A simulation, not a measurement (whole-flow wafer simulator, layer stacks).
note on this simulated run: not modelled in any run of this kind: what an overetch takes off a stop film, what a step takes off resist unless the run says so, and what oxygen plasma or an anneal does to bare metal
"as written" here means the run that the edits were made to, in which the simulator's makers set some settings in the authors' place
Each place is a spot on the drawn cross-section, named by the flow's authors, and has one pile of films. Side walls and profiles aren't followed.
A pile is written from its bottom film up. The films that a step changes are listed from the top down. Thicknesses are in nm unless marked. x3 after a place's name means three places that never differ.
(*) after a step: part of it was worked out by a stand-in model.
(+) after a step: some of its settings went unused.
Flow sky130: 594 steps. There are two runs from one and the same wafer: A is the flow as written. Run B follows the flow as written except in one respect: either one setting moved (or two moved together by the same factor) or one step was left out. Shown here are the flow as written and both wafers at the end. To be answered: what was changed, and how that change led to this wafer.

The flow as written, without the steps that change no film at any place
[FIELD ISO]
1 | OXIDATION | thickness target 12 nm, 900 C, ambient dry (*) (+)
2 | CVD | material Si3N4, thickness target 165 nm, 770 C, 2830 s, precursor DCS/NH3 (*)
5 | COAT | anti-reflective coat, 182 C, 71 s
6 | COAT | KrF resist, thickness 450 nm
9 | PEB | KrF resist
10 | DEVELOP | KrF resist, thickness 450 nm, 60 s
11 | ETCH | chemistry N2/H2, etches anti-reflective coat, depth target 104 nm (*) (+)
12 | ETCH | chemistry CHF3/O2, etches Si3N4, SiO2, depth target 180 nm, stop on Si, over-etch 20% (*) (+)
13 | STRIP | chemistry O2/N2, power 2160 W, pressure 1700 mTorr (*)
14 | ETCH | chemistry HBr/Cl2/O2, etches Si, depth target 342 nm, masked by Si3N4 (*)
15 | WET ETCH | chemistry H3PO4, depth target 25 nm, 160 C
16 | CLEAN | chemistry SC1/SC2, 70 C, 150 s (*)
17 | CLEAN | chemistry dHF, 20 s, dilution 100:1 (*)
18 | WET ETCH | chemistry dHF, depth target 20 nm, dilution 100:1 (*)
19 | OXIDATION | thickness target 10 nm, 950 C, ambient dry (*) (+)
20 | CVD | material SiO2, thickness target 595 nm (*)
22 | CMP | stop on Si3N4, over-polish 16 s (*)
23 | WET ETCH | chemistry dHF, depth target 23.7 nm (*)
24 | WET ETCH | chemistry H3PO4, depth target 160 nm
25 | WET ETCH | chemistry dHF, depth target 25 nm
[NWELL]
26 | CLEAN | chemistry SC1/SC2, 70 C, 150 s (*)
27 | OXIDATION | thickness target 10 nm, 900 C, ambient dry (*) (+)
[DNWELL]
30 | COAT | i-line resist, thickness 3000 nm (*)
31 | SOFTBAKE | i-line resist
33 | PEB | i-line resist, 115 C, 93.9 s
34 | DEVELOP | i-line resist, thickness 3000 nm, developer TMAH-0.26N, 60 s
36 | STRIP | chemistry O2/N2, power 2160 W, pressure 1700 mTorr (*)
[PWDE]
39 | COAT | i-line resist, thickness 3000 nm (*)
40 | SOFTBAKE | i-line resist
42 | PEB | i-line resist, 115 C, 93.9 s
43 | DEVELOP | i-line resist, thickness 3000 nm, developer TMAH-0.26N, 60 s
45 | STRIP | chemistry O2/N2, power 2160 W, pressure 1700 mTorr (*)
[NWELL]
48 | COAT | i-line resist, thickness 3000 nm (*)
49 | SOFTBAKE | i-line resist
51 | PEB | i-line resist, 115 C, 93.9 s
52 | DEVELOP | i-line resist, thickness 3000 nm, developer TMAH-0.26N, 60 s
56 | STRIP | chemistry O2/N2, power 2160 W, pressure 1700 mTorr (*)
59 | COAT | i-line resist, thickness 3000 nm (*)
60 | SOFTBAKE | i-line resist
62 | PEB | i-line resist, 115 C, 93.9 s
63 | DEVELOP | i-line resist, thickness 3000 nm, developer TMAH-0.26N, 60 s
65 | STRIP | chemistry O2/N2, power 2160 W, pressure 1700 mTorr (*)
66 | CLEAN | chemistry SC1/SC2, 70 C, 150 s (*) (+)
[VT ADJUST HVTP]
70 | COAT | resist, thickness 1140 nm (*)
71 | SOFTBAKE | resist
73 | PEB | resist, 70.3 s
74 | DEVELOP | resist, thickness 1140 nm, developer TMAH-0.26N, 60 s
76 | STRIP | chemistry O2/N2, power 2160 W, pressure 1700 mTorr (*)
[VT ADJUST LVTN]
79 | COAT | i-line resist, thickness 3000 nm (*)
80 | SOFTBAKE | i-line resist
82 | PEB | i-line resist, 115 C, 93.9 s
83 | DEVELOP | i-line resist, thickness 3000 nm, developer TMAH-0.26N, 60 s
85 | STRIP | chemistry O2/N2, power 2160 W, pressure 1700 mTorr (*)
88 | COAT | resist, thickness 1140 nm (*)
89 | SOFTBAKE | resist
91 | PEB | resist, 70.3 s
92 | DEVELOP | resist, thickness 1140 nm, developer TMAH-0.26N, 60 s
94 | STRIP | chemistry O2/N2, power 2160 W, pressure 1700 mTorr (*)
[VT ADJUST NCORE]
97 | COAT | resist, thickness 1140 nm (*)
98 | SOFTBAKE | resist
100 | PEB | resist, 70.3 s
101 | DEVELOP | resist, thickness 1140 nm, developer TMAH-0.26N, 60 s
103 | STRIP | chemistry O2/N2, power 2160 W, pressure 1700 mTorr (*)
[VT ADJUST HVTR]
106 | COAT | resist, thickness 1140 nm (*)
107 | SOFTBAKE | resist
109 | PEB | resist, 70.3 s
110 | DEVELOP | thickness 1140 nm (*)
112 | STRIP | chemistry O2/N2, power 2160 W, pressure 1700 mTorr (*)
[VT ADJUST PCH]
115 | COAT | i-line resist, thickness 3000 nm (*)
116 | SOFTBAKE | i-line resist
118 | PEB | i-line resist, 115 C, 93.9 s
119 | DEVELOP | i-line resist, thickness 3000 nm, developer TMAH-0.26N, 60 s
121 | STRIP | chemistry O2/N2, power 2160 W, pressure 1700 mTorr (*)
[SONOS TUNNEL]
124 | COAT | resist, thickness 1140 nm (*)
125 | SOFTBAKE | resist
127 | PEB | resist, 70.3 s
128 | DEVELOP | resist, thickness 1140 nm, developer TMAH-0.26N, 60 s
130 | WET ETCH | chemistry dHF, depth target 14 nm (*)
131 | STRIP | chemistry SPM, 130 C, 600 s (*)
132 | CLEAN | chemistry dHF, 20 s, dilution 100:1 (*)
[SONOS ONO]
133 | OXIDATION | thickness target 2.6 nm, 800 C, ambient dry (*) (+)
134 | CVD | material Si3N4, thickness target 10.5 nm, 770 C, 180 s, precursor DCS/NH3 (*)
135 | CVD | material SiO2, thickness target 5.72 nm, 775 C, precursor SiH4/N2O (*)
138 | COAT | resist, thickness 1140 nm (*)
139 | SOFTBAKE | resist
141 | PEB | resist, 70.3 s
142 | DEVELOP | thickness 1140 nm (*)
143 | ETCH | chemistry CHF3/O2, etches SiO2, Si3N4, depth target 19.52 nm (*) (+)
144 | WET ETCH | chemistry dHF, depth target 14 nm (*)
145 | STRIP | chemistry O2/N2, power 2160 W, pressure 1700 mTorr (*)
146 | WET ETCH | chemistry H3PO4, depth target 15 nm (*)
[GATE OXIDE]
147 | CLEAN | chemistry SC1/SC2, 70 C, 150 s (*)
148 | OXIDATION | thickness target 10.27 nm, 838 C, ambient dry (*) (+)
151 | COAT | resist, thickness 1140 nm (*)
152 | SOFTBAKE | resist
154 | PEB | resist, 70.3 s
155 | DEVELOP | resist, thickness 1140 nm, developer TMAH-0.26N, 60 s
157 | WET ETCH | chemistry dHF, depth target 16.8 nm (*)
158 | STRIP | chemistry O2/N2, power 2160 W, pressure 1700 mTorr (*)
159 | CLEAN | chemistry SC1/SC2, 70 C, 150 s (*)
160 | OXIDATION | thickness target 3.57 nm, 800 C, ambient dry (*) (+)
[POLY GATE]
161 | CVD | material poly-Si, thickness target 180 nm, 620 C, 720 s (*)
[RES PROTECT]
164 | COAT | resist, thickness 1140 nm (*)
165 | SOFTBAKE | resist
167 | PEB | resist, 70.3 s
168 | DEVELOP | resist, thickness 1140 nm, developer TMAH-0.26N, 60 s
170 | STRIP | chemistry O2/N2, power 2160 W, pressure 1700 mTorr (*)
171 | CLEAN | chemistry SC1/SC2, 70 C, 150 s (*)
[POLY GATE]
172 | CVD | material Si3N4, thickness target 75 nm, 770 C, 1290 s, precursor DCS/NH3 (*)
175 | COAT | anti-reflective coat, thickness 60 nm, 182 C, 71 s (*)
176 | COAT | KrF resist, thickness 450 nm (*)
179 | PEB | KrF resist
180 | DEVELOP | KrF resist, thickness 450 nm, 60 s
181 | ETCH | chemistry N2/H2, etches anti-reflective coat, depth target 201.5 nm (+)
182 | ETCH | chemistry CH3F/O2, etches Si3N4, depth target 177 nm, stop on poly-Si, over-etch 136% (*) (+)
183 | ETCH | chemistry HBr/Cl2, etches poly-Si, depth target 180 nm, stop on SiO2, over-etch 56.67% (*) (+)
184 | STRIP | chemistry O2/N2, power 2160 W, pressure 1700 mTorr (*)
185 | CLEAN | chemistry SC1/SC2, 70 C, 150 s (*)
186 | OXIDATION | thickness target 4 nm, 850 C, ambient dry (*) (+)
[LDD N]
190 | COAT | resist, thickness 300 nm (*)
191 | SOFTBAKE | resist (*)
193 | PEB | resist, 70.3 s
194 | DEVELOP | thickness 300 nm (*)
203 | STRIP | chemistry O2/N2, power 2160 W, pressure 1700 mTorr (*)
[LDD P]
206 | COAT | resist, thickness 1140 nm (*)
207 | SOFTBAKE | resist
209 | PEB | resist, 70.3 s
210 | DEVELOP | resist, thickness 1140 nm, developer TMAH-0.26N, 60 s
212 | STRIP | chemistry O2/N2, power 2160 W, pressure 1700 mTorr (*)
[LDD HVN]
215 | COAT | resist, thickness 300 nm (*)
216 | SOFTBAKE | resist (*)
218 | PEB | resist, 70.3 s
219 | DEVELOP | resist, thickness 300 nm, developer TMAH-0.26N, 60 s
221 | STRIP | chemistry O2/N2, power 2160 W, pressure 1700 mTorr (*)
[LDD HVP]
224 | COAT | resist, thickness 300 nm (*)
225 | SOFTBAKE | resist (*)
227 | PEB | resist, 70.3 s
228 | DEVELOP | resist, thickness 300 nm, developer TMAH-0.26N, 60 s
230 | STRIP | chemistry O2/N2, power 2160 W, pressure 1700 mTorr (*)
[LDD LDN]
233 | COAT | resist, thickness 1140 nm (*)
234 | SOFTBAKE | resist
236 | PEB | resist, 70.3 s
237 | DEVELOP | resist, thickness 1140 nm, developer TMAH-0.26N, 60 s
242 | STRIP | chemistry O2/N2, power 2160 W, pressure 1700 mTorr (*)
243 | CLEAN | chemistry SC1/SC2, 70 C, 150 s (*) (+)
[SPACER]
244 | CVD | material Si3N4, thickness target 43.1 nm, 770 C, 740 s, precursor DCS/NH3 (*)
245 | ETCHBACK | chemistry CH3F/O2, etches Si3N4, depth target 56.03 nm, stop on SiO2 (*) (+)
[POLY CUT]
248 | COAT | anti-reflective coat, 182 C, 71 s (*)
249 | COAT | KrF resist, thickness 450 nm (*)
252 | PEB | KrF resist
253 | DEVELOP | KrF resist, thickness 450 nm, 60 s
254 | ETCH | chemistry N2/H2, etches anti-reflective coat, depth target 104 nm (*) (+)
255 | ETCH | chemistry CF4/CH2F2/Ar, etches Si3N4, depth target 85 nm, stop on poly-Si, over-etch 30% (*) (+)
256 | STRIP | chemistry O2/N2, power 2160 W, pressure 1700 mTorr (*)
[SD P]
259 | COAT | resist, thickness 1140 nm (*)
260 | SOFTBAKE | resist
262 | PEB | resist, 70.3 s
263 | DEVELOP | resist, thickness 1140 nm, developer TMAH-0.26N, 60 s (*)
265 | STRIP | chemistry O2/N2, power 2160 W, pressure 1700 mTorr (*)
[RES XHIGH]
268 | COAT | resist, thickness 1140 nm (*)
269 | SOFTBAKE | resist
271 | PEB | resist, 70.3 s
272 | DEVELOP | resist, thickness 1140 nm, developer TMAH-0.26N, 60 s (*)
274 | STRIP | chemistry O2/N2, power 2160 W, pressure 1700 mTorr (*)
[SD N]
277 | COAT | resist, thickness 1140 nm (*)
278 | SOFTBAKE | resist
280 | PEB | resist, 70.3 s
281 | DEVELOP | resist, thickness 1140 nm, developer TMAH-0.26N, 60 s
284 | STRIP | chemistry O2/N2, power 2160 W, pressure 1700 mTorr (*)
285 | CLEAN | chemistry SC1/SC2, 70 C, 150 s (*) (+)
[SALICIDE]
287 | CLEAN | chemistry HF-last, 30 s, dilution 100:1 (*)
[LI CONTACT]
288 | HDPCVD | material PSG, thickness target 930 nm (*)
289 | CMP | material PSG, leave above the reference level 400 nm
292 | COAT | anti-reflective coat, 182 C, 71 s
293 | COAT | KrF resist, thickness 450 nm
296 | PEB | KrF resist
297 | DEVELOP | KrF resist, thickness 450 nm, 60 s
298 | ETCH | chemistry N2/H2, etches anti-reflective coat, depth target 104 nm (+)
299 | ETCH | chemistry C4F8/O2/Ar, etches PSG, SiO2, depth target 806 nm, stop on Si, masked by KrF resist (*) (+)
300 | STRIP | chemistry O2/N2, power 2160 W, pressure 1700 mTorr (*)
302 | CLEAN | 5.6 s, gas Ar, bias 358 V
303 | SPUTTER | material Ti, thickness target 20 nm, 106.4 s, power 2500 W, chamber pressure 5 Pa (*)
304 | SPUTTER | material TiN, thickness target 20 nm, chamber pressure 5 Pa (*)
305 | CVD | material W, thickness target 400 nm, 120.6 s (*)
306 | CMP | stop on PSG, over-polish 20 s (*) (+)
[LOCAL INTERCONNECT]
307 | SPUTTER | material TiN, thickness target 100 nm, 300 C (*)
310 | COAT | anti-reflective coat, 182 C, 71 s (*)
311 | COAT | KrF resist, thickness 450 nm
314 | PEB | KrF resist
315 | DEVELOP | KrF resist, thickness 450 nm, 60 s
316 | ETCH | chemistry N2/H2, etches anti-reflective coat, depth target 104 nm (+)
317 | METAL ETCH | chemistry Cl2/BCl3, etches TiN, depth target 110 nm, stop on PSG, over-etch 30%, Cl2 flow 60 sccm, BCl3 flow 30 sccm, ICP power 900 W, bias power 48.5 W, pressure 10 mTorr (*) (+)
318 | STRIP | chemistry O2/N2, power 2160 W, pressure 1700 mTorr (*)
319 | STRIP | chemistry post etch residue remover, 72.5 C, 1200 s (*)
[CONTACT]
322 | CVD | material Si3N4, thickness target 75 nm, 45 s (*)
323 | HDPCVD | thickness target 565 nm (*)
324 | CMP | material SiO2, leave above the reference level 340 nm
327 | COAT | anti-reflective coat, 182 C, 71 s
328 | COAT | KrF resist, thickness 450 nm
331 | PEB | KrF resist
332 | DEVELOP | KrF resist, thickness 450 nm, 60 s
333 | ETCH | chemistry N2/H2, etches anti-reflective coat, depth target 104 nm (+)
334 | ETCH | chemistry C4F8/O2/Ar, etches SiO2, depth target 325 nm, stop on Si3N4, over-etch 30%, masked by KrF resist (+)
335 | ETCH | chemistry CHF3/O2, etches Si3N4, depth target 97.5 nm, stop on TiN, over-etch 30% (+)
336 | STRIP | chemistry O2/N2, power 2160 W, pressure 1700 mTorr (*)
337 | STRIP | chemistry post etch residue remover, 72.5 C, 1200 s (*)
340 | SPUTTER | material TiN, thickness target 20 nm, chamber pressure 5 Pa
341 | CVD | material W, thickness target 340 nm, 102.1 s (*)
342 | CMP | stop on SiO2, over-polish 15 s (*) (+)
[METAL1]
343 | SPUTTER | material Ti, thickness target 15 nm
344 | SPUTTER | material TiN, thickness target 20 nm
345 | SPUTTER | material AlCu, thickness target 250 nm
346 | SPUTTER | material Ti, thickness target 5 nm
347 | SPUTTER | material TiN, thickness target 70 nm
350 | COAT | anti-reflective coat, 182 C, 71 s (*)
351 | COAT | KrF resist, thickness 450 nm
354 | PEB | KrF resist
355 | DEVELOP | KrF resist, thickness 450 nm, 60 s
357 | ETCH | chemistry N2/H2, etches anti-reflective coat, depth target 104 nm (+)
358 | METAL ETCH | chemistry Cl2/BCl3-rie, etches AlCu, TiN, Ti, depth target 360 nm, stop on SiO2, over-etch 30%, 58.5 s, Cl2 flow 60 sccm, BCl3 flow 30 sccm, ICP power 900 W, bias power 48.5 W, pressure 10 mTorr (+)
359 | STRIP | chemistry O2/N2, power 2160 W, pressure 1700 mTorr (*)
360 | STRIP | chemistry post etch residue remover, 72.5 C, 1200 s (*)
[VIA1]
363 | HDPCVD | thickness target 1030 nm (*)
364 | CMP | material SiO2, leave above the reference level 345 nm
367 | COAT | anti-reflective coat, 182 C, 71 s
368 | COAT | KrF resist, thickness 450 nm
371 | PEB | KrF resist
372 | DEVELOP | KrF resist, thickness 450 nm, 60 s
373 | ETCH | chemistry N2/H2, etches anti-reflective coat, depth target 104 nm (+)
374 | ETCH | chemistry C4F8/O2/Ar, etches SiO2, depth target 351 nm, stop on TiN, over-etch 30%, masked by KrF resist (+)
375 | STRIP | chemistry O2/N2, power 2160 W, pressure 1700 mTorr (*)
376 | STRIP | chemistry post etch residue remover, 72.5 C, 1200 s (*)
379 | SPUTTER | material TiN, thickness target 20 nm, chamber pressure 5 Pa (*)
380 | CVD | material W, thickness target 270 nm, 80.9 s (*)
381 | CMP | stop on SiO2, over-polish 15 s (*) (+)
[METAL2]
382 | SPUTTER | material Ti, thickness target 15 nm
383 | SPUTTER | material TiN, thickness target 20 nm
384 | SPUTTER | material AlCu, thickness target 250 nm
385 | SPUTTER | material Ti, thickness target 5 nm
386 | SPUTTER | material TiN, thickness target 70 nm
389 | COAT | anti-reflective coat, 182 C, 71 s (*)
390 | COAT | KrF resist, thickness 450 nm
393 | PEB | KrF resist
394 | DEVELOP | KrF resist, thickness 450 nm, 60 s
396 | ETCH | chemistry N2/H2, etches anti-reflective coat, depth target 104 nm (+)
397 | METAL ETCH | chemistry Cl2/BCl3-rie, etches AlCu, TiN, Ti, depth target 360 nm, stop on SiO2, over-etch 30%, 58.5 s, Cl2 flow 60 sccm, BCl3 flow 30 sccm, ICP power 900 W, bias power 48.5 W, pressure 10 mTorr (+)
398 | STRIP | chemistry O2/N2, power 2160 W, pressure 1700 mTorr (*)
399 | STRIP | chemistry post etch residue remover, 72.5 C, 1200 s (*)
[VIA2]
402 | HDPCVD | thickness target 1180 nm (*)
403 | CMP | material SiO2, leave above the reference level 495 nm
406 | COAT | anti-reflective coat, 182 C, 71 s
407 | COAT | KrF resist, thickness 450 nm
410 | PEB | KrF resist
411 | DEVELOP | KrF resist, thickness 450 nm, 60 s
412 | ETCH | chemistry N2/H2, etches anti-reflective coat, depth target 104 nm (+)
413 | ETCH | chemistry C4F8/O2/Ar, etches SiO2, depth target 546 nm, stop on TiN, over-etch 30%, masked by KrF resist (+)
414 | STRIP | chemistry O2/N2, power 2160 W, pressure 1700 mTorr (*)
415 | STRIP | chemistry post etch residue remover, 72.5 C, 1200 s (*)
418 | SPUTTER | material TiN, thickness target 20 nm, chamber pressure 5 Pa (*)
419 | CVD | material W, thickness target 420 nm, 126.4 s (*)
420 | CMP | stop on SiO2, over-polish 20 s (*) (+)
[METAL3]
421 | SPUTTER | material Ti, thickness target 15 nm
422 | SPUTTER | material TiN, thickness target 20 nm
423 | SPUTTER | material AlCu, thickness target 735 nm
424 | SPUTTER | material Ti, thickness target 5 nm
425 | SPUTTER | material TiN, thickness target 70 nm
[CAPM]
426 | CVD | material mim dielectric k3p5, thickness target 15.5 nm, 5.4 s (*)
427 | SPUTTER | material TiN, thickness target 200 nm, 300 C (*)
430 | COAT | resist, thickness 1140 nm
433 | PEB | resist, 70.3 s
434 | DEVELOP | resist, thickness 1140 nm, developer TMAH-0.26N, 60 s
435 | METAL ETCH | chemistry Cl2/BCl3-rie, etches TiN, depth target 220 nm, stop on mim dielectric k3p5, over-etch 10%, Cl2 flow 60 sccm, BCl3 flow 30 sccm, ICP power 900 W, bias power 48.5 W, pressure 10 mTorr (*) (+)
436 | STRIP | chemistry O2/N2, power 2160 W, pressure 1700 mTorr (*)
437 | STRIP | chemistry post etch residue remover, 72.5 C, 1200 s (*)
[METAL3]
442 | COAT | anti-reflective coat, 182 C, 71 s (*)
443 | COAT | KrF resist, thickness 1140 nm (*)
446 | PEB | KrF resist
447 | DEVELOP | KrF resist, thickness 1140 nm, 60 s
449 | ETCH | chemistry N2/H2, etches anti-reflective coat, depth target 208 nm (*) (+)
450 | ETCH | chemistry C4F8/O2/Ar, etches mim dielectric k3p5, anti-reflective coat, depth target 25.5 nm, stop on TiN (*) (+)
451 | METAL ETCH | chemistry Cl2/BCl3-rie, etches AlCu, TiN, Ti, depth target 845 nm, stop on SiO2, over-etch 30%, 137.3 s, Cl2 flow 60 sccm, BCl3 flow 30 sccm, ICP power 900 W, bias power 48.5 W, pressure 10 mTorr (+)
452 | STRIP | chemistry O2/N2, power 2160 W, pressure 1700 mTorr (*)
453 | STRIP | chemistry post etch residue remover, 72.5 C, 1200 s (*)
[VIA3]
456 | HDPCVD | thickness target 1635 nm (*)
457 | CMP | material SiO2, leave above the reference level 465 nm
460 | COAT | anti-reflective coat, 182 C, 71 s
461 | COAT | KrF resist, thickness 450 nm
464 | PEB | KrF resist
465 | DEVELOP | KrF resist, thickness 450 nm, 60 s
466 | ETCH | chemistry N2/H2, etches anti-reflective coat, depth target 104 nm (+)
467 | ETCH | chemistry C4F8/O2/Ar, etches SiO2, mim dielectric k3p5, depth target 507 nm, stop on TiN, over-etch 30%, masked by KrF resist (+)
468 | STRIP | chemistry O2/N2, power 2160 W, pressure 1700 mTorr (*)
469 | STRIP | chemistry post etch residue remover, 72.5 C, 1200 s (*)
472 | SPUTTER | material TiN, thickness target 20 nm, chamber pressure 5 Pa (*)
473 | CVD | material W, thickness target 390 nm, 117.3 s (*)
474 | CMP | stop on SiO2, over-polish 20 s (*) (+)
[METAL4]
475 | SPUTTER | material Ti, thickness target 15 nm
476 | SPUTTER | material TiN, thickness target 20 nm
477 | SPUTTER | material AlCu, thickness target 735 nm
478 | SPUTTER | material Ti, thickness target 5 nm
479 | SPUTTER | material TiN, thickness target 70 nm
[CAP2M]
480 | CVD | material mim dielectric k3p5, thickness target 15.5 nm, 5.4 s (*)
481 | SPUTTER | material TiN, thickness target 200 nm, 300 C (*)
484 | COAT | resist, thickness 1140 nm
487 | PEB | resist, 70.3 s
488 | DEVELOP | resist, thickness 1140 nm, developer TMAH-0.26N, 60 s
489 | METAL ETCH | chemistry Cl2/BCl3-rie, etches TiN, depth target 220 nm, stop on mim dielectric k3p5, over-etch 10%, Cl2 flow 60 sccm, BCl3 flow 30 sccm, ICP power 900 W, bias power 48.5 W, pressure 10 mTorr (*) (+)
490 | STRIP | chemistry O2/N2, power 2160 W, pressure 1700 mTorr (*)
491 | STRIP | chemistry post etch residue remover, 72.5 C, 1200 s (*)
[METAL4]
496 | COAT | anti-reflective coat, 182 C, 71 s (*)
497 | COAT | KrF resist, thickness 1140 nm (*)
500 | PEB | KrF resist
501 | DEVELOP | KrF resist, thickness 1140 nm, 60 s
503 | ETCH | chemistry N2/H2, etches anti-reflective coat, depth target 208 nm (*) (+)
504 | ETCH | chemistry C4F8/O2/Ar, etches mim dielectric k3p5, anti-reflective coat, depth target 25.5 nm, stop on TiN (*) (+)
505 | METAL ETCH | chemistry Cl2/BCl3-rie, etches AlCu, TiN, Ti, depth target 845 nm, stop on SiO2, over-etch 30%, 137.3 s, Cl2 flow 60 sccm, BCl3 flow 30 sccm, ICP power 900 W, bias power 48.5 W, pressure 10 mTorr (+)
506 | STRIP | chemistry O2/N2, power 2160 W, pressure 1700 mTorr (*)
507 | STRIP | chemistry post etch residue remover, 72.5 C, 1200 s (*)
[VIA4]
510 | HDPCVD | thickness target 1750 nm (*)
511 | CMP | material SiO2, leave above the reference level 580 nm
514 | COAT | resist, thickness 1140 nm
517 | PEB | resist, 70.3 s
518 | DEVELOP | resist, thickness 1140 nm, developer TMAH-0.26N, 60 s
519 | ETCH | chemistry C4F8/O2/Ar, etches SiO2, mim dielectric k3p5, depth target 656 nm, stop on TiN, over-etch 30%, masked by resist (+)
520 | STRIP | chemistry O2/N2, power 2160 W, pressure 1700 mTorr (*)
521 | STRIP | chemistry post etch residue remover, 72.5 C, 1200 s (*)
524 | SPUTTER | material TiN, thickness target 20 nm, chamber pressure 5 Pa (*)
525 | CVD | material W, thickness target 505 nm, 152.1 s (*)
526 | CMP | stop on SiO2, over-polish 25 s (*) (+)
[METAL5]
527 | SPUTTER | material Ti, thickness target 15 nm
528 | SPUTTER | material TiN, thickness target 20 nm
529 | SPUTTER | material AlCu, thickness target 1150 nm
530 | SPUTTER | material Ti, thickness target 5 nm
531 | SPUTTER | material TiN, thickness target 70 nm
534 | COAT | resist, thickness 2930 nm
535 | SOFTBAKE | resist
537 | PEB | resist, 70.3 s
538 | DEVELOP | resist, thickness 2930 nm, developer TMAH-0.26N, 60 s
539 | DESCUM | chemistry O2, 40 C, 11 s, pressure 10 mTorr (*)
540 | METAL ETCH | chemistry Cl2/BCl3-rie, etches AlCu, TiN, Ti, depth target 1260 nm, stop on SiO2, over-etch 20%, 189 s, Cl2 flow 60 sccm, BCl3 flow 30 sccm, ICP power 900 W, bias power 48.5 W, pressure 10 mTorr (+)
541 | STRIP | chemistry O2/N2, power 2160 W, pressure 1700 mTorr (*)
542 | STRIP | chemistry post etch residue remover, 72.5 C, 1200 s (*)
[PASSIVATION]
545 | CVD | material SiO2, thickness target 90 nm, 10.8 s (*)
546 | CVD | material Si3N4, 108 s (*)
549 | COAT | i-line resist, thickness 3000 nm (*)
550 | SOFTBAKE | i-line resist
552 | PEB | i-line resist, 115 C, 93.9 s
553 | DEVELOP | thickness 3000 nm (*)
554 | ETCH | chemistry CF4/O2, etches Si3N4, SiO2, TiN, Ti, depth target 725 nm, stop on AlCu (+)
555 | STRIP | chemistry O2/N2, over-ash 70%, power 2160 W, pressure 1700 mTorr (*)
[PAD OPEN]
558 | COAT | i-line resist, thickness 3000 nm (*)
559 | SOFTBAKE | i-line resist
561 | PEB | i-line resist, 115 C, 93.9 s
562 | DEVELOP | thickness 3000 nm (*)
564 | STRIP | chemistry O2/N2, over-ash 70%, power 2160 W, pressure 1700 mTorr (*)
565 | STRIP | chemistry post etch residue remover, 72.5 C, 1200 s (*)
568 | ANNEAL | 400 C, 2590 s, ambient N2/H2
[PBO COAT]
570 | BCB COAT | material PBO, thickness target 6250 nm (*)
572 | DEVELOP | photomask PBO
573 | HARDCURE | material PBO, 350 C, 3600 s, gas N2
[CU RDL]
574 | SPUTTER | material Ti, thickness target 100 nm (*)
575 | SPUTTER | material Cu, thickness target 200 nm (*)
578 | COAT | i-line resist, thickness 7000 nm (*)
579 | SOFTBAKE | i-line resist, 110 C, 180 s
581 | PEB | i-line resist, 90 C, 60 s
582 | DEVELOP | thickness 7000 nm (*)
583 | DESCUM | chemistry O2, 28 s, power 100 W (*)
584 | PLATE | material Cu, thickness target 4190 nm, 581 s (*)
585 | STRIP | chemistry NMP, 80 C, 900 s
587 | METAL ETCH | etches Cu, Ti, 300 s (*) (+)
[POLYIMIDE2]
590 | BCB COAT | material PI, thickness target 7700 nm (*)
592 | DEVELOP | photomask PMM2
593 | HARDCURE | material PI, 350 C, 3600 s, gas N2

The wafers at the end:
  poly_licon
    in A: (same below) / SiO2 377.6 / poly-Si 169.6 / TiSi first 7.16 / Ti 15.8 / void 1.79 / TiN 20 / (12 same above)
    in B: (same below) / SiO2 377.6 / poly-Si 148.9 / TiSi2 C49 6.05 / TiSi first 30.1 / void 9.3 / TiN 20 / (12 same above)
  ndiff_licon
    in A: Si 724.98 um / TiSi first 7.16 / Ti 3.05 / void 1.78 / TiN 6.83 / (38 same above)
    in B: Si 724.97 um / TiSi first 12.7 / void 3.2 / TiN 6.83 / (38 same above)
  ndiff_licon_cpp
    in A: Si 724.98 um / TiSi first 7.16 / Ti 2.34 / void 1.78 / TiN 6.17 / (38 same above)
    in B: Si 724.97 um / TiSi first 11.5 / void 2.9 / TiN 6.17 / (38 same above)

Cause: step 568, ANNEAL: 480 C was run, though the flow has 400 C.

The path from the change to this, step by step:
  568 | ANNEAL | 400 C, 2590 s, ambient N2/H2
      poly_licon: A under 11 films: +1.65 void (new film), -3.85 Ti, +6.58 TiSi first (new film), -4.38 poly-Si | B under 11 films: +9.3 void (new film), +30.1 TiSi first (new film), +6.05 TiSi2 C49 (new film), -20 Ti (all of it), -25.5 poly-Si
      ndiff_licon: A under 37 films: +1.63 void (new film), -3.85 Ti, +6.58 TiSi first (new film), -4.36 Si | B under 37 films: +3.2 void (new film), +12.7 TiSi first (new film), -7.24 Ti (all of it), -8.71 Si
      (and at 2 other places as well)
With metal films that touch counted as one body, poly_licon has 1 body; the flow as written gives 2 bodies (between them, from the top down: void 1.79).
With metal films that touch counted as one body, ndiff_licon has 5 bodies (between them, from the top down: SiO2 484 / mim dielectric k3p5 15.5; SiO2 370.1 / mim dielectric k3p5 15.5; SiO2 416; SiO2 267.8); the flow as written gives 6 bodies (between them, from the top down: SiO2 484 / mim dielectric k3p5 15.5; SiO2 370.1 / mim dielectric k3p5 15.5; SiO2 416; SiO2 267.8; void 1.78).
With metal films that touch counted as one body, ndiff_licon_cpp has 5 bodies (between them, from the top down: SiO2 484 / mim dielectric k3p5 15.5; SiO2 370.1 / mim dielectric k3p5 15.5; SiO2 416; SiO2 267.8); the flow as written gives 6 bodies (between them, from the top down: SiO2 484 / mim dielectric k3p5 15.5; SiO2 370.1 / mim dielectric k3p5 15.5; SiO2 416; SiO2 267.8; void 1.78).
